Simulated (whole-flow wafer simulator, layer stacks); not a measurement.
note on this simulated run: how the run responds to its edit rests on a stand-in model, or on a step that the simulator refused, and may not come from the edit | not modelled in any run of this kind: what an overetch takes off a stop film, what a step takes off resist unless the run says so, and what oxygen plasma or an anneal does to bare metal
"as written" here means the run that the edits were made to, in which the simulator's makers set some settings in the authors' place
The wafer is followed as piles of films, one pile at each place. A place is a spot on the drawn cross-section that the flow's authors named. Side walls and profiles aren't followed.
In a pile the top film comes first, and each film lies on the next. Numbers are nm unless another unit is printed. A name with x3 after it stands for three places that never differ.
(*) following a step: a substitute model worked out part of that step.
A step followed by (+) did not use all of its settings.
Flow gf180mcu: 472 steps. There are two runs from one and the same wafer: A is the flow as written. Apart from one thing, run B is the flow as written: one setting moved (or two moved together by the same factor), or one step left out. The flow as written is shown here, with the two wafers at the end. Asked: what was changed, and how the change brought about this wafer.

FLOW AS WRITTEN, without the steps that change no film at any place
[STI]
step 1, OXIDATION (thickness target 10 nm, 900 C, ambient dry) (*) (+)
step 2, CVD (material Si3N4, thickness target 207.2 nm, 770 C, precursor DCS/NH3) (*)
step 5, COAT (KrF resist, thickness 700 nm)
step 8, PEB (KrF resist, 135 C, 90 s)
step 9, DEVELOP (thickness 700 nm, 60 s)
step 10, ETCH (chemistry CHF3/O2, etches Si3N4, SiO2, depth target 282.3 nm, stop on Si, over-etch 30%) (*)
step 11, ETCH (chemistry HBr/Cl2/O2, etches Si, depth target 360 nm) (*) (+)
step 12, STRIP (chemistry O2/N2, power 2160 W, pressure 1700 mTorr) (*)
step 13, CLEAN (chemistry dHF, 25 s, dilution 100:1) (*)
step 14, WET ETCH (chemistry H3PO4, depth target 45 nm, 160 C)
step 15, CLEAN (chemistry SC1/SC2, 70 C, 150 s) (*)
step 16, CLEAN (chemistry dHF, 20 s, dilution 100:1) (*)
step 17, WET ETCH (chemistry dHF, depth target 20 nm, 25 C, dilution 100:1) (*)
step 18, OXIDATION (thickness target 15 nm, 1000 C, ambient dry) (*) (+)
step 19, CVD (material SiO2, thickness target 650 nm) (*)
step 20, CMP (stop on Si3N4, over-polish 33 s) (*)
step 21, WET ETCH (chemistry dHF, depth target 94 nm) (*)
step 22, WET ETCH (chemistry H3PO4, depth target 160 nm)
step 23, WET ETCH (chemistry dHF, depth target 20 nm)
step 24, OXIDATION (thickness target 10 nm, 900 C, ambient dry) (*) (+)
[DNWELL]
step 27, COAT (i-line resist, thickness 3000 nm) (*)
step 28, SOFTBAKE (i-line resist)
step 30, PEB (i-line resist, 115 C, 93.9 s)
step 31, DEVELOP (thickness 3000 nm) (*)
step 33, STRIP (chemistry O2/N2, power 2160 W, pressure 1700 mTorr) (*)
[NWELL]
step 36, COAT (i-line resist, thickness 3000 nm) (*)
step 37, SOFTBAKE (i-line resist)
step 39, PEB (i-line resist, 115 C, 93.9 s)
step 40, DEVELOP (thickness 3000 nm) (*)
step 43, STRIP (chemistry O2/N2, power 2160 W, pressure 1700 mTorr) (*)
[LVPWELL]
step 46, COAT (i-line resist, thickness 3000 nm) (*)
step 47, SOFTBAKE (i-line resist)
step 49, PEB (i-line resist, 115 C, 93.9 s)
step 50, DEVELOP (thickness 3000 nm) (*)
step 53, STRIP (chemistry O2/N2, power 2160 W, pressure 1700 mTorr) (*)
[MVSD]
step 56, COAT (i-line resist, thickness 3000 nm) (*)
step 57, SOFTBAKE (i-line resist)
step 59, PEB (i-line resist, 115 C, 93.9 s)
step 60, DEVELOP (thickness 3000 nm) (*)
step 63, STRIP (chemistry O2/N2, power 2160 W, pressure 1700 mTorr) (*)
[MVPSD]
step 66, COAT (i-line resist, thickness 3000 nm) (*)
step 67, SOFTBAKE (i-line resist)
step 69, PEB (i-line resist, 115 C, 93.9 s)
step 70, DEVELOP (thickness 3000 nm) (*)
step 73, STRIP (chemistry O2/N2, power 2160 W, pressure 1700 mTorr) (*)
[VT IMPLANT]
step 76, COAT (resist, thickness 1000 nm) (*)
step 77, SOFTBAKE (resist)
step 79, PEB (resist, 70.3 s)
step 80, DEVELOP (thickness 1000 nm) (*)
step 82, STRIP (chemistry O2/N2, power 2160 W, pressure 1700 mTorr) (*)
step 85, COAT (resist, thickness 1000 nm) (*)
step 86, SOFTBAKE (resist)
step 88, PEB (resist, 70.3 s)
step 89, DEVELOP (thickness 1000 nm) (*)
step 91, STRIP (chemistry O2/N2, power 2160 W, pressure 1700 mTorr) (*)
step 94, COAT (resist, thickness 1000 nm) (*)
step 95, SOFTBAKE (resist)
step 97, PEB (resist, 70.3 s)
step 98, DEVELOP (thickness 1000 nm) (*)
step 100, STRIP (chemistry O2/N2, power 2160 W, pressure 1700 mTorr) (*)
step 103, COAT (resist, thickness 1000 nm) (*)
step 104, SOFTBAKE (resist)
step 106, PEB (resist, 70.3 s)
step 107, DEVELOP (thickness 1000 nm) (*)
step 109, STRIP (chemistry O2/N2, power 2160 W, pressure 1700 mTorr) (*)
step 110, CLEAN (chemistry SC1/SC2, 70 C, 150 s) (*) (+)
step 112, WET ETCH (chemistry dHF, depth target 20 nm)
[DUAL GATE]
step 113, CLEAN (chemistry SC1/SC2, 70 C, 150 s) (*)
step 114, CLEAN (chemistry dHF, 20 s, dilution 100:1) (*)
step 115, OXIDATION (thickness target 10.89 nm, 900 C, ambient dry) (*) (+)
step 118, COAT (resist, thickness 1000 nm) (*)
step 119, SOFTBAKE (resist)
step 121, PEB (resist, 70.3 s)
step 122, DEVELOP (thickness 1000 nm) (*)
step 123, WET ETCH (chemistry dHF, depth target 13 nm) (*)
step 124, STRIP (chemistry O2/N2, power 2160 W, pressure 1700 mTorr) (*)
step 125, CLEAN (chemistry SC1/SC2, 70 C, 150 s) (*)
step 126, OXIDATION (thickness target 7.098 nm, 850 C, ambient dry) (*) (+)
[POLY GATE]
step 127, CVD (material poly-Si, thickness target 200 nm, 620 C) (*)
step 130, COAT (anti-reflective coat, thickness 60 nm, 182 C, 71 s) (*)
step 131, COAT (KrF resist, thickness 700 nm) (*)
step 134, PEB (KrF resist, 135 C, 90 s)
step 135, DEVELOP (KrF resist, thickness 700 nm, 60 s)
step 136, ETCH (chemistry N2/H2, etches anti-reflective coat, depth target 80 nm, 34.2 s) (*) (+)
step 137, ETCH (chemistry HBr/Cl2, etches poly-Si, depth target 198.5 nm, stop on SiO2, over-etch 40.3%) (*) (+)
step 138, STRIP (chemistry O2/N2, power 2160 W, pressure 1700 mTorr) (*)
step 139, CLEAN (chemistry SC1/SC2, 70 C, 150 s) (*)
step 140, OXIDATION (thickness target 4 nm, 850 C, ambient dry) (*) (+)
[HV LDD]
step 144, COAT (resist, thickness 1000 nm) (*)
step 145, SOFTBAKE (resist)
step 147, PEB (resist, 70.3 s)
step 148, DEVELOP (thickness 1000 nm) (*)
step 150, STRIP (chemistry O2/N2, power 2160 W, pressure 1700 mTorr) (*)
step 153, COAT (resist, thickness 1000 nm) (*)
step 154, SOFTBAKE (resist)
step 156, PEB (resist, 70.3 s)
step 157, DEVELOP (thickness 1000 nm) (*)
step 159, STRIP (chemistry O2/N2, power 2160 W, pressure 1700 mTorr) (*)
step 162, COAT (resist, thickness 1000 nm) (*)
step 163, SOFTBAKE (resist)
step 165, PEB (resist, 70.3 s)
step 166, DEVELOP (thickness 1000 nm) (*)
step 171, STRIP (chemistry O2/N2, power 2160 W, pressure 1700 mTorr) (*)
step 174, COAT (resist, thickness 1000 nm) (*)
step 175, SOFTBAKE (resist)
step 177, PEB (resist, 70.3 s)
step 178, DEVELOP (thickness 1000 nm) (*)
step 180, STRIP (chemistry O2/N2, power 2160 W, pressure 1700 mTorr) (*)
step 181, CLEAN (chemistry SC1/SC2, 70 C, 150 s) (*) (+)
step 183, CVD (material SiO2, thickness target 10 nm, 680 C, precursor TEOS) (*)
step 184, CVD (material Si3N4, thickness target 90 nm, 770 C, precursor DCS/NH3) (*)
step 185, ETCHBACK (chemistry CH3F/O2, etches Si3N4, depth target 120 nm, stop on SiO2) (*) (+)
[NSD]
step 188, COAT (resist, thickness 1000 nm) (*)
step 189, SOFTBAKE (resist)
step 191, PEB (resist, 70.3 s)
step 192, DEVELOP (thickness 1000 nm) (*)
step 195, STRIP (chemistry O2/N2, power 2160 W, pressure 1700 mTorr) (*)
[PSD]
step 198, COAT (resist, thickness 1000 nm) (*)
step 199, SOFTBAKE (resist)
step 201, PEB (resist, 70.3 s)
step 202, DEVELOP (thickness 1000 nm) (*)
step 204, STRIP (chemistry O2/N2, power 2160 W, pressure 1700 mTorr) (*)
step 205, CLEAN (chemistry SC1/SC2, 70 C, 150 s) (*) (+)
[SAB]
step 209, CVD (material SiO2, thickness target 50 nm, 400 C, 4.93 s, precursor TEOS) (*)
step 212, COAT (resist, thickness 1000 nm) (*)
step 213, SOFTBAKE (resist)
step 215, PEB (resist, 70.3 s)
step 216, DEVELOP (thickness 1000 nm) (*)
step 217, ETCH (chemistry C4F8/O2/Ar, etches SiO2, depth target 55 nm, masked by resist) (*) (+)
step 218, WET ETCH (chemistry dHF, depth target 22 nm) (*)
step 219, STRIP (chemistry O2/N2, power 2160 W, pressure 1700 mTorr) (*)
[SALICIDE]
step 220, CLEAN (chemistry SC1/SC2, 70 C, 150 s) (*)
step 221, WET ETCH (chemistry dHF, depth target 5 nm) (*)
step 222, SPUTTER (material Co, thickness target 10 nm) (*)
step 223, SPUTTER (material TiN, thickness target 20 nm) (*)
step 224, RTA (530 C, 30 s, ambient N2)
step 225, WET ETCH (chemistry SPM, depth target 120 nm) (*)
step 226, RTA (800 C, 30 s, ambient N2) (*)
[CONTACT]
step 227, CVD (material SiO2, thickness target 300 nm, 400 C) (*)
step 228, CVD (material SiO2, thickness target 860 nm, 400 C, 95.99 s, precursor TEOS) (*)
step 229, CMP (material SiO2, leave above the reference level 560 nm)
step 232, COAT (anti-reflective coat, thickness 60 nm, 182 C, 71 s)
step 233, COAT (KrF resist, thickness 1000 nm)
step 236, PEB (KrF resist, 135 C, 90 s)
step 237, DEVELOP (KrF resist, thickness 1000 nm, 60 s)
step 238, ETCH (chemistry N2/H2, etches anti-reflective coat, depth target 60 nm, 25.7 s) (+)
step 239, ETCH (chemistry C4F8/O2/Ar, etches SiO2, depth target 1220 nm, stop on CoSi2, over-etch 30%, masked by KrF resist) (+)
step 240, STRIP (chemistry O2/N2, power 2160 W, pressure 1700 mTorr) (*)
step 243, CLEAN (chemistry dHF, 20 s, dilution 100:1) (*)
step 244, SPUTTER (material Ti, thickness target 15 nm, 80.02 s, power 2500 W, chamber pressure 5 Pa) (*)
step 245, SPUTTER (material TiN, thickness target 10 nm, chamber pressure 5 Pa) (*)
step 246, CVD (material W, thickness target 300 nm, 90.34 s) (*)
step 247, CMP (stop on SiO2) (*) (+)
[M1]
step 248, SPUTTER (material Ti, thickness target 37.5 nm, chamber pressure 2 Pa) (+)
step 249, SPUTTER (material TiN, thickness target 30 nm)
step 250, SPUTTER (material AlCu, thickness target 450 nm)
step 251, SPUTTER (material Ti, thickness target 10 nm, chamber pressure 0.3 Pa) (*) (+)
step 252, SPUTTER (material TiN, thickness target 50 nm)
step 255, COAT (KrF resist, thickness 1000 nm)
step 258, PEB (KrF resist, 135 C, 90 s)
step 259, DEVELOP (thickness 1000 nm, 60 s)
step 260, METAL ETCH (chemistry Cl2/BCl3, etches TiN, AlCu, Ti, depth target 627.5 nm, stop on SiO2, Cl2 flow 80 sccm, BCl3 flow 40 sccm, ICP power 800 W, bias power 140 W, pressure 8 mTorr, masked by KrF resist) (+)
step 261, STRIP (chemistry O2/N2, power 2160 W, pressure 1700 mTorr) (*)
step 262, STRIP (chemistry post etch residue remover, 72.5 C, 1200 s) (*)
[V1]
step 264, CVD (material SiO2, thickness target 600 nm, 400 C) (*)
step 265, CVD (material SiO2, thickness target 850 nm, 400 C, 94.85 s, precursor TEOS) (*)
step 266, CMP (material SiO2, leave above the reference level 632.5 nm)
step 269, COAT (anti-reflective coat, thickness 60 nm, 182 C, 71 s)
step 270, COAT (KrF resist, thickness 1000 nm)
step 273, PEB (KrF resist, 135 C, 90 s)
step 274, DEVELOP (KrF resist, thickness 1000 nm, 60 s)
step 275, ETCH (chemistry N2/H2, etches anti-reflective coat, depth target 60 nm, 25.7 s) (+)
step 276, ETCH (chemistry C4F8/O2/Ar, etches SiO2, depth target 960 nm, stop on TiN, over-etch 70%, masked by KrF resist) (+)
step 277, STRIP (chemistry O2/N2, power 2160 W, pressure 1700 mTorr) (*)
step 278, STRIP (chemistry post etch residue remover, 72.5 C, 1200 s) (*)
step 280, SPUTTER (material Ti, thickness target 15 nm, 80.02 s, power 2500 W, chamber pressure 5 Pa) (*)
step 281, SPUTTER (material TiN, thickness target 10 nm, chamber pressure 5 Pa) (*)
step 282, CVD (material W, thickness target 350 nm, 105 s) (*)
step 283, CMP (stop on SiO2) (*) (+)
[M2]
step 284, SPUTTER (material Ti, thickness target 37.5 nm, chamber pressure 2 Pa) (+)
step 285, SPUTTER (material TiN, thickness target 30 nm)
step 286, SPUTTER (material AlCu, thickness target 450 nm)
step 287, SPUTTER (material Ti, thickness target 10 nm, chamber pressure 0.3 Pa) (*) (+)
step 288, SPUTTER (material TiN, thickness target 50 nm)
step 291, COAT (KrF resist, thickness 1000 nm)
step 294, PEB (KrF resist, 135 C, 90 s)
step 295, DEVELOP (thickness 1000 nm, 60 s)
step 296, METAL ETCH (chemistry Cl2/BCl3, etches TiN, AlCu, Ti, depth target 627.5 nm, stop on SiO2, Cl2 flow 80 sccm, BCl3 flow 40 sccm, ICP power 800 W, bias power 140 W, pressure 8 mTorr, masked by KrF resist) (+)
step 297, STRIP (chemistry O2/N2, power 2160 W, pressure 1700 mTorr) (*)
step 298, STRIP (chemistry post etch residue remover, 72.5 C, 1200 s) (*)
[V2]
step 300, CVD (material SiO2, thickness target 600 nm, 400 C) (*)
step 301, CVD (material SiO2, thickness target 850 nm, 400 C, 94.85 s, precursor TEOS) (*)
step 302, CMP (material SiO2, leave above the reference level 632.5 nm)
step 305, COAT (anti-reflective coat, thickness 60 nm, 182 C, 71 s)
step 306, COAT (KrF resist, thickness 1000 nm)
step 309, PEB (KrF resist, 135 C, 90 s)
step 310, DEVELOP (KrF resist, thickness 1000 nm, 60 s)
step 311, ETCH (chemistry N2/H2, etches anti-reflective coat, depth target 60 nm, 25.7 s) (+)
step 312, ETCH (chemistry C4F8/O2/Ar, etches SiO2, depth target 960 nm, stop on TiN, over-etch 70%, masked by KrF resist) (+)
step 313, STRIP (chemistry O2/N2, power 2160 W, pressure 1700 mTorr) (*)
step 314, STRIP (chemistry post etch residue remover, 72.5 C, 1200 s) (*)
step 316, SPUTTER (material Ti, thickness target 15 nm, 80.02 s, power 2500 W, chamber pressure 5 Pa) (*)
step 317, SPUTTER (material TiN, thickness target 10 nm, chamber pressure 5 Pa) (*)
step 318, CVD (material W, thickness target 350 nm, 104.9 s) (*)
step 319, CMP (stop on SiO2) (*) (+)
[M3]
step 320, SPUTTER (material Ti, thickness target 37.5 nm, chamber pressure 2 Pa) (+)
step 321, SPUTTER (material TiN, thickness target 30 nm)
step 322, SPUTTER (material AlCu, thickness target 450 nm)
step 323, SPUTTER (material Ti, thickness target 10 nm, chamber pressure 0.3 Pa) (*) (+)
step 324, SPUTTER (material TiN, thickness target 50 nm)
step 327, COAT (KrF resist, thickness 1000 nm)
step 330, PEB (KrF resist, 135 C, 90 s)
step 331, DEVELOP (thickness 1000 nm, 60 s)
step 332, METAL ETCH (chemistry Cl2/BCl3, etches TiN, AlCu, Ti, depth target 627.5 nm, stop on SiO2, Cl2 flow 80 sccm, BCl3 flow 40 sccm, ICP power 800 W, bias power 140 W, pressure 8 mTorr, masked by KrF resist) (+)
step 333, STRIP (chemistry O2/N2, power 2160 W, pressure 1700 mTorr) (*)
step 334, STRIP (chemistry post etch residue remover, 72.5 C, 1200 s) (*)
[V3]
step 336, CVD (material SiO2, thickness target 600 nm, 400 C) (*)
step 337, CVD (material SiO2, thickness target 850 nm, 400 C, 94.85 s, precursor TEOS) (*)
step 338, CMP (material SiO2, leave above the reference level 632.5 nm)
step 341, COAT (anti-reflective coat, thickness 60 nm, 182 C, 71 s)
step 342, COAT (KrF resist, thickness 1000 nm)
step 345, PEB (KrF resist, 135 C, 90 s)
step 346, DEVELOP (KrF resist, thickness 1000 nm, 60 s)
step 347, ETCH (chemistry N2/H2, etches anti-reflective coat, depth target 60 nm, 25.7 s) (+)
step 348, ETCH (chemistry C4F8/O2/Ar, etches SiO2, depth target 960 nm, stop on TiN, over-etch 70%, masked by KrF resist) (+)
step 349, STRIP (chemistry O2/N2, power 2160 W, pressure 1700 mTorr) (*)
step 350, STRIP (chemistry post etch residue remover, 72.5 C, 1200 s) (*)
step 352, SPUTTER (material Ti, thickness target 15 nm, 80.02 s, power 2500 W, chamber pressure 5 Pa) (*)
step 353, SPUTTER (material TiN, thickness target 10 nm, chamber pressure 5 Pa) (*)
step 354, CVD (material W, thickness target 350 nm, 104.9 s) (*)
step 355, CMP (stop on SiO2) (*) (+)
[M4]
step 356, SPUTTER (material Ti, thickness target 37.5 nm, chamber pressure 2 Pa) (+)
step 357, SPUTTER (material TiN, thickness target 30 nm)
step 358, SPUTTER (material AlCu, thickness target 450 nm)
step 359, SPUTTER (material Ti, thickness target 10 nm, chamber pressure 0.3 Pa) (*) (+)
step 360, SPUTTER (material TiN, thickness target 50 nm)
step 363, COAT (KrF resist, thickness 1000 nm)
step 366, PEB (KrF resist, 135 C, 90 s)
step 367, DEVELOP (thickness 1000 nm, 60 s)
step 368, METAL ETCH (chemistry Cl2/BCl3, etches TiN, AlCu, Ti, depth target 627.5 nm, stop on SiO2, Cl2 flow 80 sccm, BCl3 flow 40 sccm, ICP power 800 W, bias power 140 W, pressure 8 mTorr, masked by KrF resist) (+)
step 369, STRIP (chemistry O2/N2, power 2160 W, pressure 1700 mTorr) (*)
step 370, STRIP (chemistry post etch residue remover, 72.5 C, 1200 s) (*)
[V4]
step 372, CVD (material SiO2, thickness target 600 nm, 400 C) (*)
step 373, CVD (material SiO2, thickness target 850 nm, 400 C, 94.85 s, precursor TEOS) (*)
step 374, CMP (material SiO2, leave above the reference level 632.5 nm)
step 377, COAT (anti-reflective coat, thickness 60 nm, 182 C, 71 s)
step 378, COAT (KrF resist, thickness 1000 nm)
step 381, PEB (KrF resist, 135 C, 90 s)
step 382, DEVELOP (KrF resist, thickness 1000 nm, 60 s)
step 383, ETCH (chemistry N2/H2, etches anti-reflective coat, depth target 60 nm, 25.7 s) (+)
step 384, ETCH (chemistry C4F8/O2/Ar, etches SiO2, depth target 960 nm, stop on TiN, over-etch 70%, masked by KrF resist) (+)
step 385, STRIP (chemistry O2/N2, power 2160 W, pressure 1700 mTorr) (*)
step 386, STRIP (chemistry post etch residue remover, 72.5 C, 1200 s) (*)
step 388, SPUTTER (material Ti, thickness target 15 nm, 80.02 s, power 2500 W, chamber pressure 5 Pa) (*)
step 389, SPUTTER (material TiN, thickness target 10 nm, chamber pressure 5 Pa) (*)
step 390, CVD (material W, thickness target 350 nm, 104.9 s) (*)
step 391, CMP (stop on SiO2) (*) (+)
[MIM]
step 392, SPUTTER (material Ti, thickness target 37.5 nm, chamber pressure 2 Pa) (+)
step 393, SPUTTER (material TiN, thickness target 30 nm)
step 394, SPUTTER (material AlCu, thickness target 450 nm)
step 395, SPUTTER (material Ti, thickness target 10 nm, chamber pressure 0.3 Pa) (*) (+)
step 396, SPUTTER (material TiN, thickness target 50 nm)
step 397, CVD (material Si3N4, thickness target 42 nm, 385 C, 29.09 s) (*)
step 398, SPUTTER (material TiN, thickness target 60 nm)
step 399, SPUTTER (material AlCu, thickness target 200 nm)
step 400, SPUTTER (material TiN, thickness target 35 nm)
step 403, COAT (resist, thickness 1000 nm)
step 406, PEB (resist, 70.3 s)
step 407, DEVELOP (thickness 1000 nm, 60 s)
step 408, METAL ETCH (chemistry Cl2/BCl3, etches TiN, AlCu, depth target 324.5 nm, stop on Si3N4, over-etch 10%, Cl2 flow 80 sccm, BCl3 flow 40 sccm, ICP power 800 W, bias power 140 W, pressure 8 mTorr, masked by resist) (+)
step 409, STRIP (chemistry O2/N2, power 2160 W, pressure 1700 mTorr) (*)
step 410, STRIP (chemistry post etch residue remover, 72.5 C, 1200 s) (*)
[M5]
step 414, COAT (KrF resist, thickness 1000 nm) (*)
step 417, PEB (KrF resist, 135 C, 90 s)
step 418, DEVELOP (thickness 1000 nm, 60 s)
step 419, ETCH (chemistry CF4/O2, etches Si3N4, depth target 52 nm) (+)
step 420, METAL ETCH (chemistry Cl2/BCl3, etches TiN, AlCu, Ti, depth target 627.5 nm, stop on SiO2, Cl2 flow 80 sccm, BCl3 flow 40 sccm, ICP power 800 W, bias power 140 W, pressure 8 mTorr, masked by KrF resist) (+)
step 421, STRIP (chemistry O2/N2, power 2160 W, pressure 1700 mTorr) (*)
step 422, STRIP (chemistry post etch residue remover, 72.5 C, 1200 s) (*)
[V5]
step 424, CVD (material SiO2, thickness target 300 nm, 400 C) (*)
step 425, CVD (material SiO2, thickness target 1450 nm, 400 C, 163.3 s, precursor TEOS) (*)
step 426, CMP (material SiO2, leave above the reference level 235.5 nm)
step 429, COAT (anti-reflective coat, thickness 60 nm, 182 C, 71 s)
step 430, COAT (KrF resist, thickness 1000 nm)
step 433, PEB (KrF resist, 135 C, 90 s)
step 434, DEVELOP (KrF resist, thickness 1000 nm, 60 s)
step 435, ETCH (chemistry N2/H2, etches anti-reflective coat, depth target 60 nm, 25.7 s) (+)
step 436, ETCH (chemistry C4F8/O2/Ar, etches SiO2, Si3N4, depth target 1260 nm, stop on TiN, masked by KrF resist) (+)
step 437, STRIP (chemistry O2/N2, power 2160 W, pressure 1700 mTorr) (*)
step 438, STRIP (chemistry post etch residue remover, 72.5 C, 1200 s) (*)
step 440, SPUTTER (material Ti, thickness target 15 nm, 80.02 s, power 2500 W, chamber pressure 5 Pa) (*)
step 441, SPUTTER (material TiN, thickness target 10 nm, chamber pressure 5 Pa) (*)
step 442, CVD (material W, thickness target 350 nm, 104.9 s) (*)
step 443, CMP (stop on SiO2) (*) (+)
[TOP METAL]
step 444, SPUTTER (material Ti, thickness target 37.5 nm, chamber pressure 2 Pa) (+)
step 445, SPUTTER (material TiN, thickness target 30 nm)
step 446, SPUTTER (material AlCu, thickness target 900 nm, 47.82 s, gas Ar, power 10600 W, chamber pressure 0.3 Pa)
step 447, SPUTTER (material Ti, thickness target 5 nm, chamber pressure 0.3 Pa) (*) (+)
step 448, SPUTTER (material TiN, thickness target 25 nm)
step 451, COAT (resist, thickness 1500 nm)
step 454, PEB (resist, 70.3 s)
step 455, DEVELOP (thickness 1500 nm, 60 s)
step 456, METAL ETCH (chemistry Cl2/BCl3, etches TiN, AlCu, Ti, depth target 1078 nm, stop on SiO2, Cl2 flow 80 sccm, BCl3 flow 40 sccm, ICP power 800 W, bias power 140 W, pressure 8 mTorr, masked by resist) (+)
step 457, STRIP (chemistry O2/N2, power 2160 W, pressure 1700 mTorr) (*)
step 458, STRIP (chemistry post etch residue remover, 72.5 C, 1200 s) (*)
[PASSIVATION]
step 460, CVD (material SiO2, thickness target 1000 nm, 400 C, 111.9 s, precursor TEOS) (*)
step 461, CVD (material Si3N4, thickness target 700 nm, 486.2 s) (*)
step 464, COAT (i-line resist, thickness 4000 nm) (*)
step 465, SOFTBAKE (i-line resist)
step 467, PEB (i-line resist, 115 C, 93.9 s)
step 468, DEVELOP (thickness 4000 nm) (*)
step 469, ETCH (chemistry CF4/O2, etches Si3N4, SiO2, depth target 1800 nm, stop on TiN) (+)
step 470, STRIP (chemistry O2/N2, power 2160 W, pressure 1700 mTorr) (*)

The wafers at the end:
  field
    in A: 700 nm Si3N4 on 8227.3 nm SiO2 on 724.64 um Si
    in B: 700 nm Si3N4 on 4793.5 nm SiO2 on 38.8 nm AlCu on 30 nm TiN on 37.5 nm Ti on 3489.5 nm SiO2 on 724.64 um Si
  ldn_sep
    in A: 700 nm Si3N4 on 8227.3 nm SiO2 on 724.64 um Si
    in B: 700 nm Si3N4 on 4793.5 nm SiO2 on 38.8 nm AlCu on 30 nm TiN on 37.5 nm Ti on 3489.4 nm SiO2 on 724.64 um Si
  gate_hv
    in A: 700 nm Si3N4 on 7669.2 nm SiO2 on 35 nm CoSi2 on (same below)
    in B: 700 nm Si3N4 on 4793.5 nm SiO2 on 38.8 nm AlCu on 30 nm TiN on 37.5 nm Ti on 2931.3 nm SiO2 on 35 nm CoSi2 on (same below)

The reason: step 322, SPUTTER: thickness target 612 nm was run, while the flow as written has thickness target 450 nm.

The path from the change to this, step by step:
  step 322, SPUTTER (material AlCu, thickness target 450 nm)
      field, field__w1, field__w2 and 108 more: A AlCu gains 450 (new film) | B AlCu gains 612 (new film)
  step 332, METAL ETCH (chemistry Cl2/BCl3, etches TiN, AlCu, Ti, depth target 627.5 nm, stop on SiO2, Cl2 flow 80 sccm, BCl3 flow 40 sccm, ICP power 800 W, bias power 140 W, pressure 8 mTorr, masked by KrF resist) (+)
      field, field__w1, field__w2 and 103 more: A TiN loses 50 (all of it), Ti loses 10 (all of it), AlCu loses 450 (all of it), TiN loses 30 (all of it), Ti loses 37.5 (all of it) | B TiN loses 50 (all of it), Ti loses 10 (all of it), AlCu loses 567.5
  step 334, STRIP (chemistry post etch residue remover, 72.5 C, 1200 s) (*)
      field, field__w1, field__w2 and 103 more: A nothing | B AlCu loses 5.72
  step 336, CVD (material SiO2, thickness target 600 nm, 400 C) (*)
      field, field__w1, field__w2 and 103 more: A SiO2 gains 600 | B SiO2 gains 600 (new film)
  step 338, CMP (material SiO2, leave above the reference level 632.5 nm)
      field, field__w1, field__w2 and 103 more: A SiO2 loses 300 | B SiO2 loses 244.3
Taking metal films that touch as one body, field has 1 body; the flow as written gives 0 bodies.
Taking metal films that touch as one body, ldn_sep has 1 body; the flow as written gives 0 bodies.
Taking metal films that touch as one body, gate_hv has 2 bodies (between them, from the top down: SiO2 2931.3); the flow as written gives 1 body.
